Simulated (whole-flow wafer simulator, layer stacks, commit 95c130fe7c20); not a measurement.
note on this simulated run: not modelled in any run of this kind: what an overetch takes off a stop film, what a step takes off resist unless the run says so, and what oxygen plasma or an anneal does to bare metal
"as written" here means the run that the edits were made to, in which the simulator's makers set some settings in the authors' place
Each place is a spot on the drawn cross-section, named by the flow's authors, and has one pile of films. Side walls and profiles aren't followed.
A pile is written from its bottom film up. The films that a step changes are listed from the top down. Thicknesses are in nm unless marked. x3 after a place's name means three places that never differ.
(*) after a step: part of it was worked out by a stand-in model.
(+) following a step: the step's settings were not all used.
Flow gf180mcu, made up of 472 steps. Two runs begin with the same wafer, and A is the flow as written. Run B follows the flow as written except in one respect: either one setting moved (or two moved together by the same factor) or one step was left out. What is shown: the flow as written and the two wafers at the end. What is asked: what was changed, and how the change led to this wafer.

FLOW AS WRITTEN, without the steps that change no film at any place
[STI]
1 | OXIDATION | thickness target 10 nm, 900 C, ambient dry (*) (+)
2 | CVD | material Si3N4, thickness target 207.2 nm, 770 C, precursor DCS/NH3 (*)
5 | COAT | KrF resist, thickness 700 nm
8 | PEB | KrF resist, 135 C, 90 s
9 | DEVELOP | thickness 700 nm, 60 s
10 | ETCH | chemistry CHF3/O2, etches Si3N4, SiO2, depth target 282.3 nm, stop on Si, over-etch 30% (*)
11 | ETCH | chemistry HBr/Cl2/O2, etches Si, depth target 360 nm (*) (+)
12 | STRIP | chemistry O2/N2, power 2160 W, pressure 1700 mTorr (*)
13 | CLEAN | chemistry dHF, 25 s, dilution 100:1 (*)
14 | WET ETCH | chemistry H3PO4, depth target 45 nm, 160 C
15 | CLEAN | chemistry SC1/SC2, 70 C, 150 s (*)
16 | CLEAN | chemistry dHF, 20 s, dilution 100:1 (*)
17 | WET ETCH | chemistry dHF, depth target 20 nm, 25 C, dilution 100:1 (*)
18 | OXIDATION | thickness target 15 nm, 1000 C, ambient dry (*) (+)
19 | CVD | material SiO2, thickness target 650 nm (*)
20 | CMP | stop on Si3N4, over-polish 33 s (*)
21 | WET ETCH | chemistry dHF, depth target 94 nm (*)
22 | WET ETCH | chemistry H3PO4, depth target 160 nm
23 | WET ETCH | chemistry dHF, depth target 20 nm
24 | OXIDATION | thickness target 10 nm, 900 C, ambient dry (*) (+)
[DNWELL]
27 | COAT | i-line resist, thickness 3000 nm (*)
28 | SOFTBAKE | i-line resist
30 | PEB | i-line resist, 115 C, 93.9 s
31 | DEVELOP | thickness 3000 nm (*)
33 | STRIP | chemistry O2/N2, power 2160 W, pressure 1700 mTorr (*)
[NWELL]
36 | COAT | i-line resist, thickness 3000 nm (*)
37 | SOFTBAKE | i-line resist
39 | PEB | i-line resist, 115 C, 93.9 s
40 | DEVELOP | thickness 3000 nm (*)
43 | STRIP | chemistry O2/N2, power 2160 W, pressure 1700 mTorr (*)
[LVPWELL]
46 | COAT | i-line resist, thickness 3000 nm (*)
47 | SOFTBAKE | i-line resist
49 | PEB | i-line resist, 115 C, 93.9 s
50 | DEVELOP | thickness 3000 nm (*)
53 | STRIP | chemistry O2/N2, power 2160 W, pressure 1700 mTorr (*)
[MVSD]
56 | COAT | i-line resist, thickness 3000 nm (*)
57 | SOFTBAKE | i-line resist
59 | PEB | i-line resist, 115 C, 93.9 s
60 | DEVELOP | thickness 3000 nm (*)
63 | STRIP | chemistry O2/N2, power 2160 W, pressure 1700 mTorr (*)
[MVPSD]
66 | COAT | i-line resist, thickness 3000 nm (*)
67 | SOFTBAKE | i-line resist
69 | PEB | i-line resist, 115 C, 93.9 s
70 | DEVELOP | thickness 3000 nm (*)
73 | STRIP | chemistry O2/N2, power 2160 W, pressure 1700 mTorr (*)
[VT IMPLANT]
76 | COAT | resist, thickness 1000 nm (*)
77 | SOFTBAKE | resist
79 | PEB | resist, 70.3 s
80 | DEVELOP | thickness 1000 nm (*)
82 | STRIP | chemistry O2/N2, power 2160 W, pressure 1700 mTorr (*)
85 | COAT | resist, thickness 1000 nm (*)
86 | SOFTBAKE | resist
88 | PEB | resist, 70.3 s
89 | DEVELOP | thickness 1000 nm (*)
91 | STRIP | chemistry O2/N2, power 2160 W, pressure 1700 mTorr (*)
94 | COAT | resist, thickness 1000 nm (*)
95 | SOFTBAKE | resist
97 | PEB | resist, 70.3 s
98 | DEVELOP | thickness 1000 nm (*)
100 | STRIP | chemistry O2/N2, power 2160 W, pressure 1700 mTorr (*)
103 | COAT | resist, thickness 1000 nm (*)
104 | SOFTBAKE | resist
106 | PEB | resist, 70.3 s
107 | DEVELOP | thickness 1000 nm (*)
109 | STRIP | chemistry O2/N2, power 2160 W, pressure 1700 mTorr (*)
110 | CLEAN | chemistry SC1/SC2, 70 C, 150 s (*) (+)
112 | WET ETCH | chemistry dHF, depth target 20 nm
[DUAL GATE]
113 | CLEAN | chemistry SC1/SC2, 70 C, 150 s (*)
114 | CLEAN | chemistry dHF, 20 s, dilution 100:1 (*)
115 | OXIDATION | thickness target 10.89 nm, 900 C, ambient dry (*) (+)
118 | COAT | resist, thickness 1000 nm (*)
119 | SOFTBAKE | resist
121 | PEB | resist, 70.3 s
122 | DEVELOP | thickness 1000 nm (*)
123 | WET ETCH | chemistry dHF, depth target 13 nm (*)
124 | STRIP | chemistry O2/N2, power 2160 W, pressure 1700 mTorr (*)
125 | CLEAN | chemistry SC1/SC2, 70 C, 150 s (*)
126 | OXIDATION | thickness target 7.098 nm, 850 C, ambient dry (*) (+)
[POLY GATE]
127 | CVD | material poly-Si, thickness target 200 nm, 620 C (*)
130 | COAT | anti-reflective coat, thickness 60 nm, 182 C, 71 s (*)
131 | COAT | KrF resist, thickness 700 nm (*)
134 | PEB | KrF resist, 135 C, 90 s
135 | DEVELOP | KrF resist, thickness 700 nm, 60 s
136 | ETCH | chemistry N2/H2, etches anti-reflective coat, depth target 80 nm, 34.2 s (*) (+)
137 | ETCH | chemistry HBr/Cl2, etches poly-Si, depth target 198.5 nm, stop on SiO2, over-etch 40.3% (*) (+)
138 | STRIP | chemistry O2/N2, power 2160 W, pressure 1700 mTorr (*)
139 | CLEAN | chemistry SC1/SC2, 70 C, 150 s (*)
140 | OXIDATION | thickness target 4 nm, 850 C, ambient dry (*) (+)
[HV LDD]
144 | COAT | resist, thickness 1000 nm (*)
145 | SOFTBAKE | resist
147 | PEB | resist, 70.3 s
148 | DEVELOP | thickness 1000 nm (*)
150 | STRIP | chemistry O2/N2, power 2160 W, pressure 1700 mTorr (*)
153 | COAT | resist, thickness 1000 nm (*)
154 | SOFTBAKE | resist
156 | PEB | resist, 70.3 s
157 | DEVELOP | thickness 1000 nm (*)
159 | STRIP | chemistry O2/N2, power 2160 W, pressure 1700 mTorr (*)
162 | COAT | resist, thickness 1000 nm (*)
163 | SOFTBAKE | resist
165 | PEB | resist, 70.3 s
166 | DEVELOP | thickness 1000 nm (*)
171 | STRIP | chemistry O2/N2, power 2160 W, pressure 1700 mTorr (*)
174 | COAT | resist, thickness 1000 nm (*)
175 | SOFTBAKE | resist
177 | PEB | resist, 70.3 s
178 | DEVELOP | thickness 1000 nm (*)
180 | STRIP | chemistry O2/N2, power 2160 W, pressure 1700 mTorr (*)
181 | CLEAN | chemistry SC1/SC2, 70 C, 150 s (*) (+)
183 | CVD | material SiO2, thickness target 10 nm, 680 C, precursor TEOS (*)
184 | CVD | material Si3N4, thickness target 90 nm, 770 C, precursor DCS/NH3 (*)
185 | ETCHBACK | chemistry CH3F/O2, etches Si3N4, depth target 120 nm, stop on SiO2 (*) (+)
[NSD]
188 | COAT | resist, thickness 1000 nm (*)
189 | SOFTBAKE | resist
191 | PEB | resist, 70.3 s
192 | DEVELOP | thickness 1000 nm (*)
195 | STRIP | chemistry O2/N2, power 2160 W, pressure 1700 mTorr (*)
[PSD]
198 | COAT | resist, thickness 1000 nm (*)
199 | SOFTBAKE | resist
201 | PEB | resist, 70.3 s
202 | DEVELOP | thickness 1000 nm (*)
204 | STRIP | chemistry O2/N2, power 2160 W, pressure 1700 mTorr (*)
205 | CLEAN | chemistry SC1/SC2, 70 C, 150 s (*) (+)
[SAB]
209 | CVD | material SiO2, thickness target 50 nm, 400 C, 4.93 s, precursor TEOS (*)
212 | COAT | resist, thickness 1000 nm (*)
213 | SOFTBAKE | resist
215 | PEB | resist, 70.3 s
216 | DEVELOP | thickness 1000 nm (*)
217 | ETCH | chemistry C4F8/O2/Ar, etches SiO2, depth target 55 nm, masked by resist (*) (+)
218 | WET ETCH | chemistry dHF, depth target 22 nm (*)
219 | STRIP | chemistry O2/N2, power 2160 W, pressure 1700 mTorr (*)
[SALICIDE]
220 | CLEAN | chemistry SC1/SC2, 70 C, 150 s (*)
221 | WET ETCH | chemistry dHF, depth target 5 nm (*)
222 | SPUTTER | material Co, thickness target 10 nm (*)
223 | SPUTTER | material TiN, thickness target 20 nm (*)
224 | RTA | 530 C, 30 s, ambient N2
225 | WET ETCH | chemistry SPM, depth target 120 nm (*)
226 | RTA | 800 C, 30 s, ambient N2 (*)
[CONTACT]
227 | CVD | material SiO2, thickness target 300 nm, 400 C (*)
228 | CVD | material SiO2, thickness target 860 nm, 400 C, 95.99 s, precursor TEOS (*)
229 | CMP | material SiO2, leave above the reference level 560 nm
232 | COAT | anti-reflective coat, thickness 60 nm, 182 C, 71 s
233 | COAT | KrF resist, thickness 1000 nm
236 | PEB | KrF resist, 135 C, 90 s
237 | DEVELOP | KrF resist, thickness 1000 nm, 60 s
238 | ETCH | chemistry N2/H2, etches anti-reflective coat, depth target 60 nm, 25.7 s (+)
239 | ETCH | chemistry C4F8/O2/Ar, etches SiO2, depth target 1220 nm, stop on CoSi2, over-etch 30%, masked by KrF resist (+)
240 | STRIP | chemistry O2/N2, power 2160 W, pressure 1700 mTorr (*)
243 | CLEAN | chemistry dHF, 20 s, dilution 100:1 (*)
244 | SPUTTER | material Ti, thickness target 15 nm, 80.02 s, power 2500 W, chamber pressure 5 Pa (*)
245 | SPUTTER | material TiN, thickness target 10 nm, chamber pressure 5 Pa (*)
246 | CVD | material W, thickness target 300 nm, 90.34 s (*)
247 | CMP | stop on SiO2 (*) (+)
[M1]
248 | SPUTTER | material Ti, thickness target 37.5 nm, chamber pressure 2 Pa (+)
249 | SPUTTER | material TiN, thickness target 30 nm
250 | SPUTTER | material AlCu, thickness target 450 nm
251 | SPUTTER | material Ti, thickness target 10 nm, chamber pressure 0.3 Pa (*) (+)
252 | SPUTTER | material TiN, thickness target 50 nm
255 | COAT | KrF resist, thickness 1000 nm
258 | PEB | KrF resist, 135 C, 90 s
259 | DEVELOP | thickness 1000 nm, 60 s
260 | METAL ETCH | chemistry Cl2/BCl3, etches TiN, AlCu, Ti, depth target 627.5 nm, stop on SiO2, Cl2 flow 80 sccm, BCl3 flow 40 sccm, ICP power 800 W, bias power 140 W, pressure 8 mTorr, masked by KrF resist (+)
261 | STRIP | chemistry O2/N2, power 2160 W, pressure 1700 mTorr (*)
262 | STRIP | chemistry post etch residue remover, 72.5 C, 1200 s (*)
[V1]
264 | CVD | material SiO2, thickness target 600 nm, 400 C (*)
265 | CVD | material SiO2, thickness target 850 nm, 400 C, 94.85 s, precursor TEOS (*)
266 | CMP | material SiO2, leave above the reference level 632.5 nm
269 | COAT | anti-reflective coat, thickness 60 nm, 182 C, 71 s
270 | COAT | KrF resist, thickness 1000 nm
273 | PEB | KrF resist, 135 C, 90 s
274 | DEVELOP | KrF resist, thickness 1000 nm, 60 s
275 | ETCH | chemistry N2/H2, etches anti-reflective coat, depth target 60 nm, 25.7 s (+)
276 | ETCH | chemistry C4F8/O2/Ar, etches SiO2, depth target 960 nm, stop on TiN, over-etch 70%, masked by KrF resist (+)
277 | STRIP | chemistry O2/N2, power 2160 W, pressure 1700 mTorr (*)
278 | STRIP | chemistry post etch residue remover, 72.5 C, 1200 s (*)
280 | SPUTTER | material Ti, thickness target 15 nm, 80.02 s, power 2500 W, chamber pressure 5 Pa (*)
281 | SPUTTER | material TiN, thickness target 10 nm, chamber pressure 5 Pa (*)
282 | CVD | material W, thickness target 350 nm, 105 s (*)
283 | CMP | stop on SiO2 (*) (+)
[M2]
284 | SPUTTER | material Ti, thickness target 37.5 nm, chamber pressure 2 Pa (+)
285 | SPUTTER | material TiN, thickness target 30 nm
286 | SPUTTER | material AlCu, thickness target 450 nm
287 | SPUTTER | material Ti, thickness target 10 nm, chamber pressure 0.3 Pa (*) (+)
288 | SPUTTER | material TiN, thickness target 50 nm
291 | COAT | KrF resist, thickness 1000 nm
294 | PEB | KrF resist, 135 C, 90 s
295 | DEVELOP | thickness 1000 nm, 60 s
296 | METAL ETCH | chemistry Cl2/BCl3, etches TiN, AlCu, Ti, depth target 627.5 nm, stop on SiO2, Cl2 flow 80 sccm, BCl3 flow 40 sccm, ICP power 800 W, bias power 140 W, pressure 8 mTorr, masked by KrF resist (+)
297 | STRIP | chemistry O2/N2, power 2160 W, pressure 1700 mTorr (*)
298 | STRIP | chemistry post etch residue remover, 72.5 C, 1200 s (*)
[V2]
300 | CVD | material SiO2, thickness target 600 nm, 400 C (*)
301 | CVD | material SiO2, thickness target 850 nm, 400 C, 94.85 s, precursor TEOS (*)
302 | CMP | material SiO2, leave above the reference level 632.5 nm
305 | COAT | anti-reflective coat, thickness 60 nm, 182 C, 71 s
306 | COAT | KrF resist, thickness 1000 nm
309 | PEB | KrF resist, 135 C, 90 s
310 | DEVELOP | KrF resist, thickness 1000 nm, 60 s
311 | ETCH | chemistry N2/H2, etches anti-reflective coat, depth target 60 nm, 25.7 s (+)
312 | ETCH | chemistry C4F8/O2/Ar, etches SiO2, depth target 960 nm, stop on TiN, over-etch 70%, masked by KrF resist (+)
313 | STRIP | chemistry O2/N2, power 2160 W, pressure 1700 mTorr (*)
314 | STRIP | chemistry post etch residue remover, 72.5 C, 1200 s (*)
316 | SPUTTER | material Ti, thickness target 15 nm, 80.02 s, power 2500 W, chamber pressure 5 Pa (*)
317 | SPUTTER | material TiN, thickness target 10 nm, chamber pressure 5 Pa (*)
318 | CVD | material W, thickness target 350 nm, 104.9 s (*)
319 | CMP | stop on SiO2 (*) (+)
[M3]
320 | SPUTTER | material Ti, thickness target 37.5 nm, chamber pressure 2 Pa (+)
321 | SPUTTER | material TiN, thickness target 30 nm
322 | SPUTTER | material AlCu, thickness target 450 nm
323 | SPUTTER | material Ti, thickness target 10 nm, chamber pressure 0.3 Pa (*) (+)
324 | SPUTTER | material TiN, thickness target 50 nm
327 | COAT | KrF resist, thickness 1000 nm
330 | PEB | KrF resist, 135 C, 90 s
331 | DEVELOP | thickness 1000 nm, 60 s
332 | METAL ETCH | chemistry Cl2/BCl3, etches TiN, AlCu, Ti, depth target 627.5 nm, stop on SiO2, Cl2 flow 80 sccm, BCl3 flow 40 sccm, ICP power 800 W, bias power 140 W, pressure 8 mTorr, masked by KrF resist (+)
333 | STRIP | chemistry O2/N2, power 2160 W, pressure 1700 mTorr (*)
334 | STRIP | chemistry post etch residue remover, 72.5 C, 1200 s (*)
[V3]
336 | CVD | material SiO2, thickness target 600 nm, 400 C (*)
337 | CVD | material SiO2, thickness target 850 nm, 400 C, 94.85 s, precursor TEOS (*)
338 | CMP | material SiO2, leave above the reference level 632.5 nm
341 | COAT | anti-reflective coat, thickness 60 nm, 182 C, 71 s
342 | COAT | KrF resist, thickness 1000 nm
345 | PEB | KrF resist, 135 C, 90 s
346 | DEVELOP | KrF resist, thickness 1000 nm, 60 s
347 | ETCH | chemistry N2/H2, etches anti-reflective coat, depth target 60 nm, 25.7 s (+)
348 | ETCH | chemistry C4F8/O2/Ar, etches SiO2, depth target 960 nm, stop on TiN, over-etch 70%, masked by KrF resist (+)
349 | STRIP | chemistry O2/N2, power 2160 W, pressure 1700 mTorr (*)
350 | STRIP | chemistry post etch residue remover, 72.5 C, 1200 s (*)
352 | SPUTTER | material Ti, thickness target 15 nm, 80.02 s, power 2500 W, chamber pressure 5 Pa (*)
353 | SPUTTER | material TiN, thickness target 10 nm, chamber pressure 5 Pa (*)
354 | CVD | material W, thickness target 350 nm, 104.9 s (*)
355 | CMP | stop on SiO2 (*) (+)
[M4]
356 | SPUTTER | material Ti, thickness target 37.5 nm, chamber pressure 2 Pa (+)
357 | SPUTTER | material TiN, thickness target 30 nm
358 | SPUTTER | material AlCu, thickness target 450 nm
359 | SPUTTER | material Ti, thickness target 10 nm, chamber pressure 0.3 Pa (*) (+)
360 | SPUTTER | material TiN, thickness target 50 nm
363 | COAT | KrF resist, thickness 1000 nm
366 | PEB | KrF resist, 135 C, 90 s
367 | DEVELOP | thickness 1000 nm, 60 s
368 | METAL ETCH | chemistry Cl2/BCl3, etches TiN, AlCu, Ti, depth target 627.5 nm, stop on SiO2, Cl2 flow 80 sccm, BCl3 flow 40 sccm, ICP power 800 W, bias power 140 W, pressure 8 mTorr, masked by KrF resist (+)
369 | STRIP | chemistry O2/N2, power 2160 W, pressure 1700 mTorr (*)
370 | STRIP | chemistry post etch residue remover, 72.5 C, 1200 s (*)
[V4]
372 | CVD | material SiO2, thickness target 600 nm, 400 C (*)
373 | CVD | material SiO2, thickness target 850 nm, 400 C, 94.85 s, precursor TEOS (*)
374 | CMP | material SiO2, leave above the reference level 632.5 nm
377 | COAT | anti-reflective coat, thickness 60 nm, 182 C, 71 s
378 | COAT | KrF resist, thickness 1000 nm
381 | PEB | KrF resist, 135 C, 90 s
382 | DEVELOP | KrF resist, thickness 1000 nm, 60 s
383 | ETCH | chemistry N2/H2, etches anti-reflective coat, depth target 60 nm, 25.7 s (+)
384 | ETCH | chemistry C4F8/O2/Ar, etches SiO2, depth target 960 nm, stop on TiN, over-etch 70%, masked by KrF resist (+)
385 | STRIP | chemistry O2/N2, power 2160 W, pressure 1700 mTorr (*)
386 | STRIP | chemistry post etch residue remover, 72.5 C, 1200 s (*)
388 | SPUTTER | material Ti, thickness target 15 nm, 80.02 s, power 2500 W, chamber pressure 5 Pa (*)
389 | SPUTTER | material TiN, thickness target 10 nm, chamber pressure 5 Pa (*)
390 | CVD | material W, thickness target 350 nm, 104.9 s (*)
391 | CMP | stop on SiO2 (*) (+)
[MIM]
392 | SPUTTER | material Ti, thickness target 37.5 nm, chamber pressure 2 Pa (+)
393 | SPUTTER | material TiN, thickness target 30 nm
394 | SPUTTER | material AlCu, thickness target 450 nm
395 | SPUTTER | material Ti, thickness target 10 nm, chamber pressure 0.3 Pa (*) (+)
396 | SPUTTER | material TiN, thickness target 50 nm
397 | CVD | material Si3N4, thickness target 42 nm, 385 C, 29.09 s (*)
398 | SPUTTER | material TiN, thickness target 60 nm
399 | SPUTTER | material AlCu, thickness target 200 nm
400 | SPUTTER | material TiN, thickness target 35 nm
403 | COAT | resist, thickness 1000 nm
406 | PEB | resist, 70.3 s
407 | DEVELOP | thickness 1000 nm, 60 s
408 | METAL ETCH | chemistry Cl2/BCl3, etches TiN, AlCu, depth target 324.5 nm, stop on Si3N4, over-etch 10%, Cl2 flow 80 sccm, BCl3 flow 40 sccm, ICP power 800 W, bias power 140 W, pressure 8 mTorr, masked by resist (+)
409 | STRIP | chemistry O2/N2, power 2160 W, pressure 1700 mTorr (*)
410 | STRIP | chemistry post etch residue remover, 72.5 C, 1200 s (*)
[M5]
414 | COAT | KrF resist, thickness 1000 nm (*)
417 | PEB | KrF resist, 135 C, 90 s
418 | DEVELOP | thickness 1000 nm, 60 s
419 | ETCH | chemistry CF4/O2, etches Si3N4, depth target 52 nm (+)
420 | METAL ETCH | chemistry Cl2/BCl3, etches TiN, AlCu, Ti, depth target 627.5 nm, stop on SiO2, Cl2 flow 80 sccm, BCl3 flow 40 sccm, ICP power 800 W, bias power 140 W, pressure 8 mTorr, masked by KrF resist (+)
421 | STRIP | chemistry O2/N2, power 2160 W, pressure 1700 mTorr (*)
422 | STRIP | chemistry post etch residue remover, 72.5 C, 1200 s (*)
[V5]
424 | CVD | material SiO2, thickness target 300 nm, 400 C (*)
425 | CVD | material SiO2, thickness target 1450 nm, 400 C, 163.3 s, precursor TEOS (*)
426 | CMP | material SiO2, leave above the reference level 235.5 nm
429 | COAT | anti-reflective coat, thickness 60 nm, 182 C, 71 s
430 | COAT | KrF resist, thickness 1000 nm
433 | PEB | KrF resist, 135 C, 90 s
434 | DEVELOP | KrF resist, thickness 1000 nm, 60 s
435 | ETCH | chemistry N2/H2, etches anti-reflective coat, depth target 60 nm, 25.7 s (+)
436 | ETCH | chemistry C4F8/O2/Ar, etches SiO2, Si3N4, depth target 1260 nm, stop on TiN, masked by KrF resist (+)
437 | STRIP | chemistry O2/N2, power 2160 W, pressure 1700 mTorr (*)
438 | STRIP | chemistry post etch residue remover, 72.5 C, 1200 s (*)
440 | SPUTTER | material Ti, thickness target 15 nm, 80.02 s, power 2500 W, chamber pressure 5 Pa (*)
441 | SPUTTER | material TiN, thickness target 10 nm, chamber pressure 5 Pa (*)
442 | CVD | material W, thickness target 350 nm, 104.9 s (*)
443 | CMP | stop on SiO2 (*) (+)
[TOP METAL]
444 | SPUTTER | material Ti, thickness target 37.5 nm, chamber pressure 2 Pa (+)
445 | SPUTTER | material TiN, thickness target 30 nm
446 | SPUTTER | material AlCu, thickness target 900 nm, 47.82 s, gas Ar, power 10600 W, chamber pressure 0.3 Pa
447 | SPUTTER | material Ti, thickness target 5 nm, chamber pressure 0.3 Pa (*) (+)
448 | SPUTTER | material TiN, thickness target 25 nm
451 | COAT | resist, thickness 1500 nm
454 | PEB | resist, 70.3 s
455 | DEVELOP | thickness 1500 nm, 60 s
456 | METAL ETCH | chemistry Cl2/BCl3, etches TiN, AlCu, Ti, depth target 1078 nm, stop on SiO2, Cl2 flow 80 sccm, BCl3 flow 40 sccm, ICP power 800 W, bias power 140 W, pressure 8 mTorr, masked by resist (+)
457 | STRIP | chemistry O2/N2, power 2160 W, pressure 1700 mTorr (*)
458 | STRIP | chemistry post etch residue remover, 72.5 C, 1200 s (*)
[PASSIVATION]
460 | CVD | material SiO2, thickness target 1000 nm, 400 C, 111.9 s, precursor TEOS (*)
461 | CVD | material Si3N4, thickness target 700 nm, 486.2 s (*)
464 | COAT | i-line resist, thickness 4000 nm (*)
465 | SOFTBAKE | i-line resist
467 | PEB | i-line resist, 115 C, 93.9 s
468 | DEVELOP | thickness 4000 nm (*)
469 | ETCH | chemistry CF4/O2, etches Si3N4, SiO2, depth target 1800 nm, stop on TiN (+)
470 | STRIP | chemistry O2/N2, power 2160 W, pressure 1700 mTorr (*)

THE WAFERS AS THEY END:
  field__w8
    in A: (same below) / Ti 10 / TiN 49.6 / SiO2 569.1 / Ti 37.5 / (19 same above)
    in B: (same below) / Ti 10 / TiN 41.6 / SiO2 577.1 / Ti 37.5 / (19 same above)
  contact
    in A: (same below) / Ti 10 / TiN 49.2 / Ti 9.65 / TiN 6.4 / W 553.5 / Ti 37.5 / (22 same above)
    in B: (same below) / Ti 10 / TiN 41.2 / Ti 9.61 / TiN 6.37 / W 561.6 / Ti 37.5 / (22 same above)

What caused this: step 324, SPUTTER: thickness target 42 nm was run, though the flow has thickness target 50 nm.

How this came from the change, step by step:
  324 | SPUTTER | material TiN, thickness target 50 nm
      field, field__w1, field__w2 and 108 more: A +50 TiN (new film) | B +42 TiN (new film)
  332 | METAL ETCH | chemistry Cl2/BCl3, etches TiN, AlCu, Ti, depth target 627.5 nm, stop on SiO2, Cl2 flow 80 sccm, BCl3 flow 40 sccm, ICP power 800 W, bias power 140 W, pressure 8 mTorr, masked by KrF resist (+)
      field, field__w1, field__w2 and 103 more: A -50 TiN (all of it), -10 Ti (all of it), -450 AlCu (all of it), -30 TiN (all of it), -37.5 Ti (all of it) | B -42 TiN (all of it), -10 Ti (all of it), -450 AlCu (all of it), -30 TiN (all of it), -37.5 Ti (all of it)
